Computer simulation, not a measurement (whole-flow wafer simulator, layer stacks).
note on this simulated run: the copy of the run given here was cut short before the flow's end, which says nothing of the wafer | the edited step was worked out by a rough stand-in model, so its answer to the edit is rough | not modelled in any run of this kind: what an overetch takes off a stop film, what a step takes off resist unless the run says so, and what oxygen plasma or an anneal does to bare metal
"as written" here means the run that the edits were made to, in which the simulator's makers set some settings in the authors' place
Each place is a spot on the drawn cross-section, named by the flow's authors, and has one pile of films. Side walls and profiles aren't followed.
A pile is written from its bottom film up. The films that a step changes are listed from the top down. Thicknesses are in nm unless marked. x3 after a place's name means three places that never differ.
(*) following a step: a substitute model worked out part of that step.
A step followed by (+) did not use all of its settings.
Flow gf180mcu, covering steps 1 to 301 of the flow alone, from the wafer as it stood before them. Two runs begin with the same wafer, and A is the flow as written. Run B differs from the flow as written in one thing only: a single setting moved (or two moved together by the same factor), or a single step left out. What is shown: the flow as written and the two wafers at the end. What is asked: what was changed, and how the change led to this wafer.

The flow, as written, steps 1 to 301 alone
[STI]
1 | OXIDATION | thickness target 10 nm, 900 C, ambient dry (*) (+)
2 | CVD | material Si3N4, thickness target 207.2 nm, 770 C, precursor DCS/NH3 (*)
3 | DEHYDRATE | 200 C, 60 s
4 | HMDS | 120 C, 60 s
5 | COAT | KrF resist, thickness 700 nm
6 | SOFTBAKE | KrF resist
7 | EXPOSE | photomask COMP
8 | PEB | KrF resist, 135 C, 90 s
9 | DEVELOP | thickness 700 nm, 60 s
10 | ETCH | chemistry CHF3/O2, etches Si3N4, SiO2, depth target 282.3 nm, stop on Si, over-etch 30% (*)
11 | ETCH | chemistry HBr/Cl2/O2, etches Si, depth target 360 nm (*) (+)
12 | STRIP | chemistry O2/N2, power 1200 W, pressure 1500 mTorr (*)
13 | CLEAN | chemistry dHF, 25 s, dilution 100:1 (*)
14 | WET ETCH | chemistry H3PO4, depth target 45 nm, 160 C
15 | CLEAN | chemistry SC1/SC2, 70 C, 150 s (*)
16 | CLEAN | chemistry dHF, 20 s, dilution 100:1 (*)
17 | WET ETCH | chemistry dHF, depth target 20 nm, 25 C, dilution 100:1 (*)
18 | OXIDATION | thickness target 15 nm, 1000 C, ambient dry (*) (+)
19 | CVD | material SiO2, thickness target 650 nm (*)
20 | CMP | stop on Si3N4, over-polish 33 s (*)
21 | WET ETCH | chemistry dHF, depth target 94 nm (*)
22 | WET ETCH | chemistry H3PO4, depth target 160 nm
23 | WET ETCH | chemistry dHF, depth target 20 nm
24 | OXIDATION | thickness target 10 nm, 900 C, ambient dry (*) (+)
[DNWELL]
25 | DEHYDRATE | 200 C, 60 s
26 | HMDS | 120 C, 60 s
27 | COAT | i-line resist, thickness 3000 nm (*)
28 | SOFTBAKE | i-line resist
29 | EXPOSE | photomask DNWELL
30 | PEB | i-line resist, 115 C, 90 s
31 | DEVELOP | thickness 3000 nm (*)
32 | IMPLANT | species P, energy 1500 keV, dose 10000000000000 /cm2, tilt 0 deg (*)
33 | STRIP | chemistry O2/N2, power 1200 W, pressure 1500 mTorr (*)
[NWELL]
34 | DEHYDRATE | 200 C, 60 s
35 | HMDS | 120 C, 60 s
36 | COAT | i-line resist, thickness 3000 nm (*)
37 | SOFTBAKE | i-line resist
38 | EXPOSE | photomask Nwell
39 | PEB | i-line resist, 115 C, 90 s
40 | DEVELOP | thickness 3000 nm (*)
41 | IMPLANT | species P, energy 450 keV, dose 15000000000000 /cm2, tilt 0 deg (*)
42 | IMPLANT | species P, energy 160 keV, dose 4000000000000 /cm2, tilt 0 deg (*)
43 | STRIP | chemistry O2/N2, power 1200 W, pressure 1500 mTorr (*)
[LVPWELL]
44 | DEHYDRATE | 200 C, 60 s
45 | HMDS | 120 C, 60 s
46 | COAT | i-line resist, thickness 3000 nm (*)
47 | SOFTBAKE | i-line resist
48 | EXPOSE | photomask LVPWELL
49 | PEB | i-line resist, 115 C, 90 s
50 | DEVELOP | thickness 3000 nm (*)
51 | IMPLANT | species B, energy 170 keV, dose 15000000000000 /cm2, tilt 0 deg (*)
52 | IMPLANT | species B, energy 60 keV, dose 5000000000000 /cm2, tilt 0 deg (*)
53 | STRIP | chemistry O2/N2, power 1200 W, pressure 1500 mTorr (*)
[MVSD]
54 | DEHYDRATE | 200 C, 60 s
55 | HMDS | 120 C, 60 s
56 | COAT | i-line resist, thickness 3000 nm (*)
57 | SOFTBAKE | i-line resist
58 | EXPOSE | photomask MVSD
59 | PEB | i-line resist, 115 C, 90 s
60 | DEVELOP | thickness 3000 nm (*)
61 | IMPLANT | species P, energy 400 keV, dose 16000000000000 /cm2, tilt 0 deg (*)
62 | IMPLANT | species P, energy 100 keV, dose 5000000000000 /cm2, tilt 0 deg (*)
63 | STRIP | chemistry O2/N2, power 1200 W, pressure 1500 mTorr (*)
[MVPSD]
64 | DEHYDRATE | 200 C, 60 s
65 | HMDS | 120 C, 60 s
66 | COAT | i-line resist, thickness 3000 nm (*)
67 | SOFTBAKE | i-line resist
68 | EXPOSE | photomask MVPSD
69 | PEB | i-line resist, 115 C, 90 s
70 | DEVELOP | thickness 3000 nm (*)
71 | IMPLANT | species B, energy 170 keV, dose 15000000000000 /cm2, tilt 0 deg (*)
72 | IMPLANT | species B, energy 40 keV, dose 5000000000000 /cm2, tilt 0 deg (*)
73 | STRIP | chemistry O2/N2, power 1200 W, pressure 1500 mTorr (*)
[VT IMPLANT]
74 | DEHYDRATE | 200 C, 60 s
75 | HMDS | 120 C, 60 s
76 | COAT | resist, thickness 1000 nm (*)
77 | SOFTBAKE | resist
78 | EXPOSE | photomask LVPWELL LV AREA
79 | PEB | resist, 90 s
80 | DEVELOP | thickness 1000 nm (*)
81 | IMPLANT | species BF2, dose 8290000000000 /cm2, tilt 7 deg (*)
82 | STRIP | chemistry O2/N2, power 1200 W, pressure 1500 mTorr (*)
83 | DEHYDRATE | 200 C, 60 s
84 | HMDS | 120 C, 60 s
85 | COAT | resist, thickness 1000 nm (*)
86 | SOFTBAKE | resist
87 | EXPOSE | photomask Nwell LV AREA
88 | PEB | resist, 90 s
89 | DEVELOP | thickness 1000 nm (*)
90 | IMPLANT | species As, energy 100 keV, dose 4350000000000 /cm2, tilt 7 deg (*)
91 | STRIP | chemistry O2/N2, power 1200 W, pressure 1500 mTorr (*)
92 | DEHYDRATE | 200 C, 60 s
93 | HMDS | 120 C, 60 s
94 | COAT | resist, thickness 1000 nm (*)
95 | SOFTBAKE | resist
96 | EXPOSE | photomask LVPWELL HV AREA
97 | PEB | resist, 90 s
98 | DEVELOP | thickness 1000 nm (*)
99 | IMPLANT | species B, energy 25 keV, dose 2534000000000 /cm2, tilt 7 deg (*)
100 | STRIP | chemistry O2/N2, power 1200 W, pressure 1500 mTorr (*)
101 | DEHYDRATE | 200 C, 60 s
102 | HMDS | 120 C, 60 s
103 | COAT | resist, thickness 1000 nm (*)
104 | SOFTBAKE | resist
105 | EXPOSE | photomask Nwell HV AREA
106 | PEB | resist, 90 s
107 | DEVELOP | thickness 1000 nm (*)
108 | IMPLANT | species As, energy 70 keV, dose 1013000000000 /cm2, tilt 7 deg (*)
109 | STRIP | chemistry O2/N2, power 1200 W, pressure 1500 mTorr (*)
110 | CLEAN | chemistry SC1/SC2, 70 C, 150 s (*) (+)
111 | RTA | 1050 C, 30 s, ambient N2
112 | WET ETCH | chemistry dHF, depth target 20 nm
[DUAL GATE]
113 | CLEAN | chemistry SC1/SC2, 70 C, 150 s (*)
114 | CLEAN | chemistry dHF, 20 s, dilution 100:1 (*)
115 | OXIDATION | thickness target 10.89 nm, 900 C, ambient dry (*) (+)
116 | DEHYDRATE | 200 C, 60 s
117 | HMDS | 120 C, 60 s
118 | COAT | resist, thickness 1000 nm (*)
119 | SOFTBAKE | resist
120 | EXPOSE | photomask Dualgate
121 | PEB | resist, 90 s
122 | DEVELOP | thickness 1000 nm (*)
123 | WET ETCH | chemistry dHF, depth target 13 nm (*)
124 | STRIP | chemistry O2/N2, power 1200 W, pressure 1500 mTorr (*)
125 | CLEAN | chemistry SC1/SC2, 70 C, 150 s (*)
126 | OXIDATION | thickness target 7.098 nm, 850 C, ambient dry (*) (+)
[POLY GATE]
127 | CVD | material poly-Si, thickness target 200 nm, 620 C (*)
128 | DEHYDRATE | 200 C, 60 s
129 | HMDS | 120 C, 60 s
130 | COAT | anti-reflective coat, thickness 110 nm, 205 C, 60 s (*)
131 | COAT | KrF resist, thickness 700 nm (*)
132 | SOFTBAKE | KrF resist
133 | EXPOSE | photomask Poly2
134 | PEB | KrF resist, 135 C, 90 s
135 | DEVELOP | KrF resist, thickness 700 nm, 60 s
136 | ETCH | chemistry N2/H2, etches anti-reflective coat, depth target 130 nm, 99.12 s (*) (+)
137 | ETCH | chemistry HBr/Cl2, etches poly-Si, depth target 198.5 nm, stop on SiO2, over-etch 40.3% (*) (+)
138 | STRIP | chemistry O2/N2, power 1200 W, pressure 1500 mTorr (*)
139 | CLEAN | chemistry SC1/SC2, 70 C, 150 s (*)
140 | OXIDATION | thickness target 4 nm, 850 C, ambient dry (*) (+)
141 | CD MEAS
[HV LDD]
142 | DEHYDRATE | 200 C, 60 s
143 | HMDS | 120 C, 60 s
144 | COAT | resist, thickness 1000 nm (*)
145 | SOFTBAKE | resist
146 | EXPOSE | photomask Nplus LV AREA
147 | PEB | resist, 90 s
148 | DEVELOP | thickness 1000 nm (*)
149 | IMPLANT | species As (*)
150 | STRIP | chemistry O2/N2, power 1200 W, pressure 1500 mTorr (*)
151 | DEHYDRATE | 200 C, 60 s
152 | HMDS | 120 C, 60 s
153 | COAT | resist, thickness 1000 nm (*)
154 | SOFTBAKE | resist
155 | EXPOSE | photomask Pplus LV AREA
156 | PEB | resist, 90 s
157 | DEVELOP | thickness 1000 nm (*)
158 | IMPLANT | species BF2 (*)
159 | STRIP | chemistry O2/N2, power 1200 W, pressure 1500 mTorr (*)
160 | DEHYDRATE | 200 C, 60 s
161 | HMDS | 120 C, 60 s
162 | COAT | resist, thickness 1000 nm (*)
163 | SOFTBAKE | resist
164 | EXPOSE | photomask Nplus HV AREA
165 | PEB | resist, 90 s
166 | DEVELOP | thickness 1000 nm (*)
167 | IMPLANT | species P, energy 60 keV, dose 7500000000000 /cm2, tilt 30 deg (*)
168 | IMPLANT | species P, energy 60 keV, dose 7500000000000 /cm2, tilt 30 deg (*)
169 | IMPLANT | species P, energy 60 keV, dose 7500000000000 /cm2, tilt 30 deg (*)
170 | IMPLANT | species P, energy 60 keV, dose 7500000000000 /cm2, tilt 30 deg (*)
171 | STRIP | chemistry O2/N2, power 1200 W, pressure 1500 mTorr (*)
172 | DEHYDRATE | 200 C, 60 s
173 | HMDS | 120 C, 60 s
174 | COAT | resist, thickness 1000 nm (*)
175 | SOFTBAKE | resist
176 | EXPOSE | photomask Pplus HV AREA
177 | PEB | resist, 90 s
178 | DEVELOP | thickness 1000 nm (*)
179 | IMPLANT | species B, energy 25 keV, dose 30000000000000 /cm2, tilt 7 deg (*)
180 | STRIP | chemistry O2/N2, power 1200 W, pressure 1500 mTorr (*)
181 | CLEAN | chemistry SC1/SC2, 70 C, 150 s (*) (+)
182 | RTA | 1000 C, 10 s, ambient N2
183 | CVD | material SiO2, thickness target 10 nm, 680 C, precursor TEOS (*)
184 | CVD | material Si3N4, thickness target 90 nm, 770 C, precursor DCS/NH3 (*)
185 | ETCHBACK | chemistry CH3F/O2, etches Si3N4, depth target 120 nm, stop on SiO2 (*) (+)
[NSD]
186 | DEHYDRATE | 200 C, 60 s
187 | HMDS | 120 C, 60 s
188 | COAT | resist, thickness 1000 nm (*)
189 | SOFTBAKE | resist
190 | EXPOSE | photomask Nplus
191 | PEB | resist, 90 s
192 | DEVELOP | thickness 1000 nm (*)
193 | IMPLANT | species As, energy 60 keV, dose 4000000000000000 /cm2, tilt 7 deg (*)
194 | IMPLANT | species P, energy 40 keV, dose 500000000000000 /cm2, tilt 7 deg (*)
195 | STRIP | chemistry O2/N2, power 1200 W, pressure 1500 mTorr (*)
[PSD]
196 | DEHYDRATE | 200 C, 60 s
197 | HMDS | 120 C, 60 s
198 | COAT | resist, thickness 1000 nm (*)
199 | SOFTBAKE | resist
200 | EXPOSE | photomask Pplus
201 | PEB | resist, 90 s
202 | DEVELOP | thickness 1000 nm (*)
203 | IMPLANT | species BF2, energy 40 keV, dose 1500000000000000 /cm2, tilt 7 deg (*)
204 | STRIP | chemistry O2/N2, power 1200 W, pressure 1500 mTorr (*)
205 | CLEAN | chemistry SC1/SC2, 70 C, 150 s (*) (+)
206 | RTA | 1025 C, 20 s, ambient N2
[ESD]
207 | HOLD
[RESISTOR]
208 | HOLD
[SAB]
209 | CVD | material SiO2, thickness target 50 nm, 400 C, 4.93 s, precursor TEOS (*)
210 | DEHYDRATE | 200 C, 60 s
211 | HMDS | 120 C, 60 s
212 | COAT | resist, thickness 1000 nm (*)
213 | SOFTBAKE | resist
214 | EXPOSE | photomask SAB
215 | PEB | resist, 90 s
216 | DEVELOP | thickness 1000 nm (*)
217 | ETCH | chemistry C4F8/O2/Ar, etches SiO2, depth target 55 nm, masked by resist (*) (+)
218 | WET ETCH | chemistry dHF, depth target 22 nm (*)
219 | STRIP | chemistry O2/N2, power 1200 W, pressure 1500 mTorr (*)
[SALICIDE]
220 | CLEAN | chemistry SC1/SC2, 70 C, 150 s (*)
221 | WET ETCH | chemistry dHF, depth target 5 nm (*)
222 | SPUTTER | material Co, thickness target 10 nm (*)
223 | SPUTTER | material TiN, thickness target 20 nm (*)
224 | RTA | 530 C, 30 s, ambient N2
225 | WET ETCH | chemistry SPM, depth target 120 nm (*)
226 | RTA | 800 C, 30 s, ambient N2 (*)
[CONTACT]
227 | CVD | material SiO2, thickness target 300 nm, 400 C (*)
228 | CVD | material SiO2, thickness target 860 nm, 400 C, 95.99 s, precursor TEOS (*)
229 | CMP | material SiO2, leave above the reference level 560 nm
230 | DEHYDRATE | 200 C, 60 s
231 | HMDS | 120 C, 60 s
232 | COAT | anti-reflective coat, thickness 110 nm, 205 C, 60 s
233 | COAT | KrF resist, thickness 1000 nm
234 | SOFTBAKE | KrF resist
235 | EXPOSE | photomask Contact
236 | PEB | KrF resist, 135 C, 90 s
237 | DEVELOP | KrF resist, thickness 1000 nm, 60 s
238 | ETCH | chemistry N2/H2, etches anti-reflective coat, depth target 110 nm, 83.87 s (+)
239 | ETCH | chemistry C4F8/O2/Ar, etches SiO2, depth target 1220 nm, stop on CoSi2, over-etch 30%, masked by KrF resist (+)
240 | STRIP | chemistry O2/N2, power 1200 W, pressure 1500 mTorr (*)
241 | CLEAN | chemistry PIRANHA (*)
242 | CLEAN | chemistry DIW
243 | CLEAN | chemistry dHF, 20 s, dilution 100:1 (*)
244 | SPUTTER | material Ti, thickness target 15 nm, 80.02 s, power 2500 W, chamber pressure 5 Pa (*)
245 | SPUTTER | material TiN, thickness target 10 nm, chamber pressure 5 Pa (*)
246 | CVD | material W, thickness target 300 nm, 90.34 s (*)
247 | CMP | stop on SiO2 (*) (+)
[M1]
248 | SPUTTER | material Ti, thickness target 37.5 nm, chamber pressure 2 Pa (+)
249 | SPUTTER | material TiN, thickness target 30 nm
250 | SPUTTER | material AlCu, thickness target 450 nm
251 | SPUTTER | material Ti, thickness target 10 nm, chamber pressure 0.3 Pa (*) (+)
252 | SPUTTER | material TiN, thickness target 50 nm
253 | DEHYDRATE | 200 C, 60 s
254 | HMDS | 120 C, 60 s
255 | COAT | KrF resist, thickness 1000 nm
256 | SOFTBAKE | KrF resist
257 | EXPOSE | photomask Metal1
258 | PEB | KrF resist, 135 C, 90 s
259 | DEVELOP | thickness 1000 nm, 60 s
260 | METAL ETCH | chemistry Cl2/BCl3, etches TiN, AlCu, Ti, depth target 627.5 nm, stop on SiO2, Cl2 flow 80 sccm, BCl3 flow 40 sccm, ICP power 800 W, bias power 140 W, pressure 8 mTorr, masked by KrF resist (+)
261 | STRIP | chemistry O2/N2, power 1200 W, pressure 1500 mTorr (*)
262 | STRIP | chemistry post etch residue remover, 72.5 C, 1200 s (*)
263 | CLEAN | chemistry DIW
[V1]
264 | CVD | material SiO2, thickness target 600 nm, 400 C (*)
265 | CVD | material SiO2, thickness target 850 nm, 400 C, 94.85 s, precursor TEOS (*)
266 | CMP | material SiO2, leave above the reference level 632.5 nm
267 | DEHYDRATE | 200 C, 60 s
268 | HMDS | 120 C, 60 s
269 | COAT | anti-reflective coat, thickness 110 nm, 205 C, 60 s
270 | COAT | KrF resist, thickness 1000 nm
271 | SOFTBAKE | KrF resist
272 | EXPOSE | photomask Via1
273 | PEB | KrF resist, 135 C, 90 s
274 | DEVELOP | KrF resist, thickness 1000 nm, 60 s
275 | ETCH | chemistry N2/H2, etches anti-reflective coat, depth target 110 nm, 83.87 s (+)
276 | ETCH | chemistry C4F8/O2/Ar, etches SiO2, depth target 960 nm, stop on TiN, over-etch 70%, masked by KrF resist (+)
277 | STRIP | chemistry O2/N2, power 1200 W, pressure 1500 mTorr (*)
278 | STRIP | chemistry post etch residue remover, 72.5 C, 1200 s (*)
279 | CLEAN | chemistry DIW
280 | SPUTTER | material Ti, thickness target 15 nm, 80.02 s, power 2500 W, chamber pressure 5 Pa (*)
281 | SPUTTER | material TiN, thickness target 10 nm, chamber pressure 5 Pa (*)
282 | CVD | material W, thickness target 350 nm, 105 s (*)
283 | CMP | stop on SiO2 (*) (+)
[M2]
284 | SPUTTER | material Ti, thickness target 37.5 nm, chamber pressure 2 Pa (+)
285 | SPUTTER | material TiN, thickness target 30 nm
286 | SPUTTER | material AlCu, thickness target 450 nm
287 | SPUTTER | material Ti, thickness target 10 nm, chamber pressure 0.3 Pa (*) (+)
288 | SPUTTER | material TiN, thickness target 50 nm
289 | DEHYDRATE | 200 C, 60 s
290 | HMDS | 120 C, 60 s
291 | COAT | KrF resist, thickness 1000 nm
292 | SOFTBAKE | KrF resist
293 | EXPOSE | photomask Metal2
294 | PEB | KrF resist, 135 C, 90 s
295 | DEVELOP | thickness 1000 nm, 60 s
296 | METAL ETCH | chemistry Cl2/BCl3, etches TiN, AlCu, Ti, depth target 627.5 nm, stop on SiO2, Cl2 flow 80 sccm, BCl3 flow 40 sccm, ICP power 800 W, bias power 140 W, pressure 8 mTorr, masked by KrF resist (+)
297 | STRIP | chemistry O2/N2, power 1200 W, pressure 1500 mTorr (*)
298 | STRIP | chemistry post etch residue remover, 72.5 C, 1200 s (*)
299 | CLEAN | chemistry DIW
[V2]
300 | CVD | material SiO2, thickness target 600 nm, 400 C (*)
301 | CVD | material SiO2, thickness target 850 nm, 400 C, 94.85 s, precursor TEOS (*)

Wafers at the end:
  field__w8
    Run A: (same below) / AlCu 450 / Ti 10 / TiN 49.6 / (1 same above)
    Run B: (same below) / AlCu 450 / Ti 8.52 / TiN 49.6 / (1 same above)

Cause: step 287, SPUTTER: thickness target 8.52 nm was run, while the flow as written has thickness target 10 nm.
The wafer itself shows it: field__w8 has Ti 8.52, and step 287 as written asks for 10 nm.

Step by step, how the change led to this:
  287 | SPUTTER | material Ti, thickness target 10 nm, chamber pressure 0.3 Pa (*) (+)
      field, field__w1, field__w2 and 108 more: A Ti gains 10 (new film) | B Ti gains 8.52 (new film)
  296 | METAL ETCH | chemistry Cl2/BCl3, etches TiN, AlCu, Ti, depth target 627.5 nm, stop on SiO2, Cl2 flow 80 sccm, BCl3 flow 40 sccm, ICP power 800 W, bias power 140 W, pressure 8 mTorr, masked by KrF resist (+)
      field, field__w1, field__w2 and 103 more: A TiN loses 50 (all of it), Ti loses 10 (all of it), AlCu loses 450 (all of it), TiN loses 30 (all of it), Ti loses 37.5 (all of it) | B TiN loses 50 (all of it), Ti loses 8.52 (all of it), AlCu loses 450 (all of it), TiN loses 30 (all of it), Ti loses 37.5 (all of it)
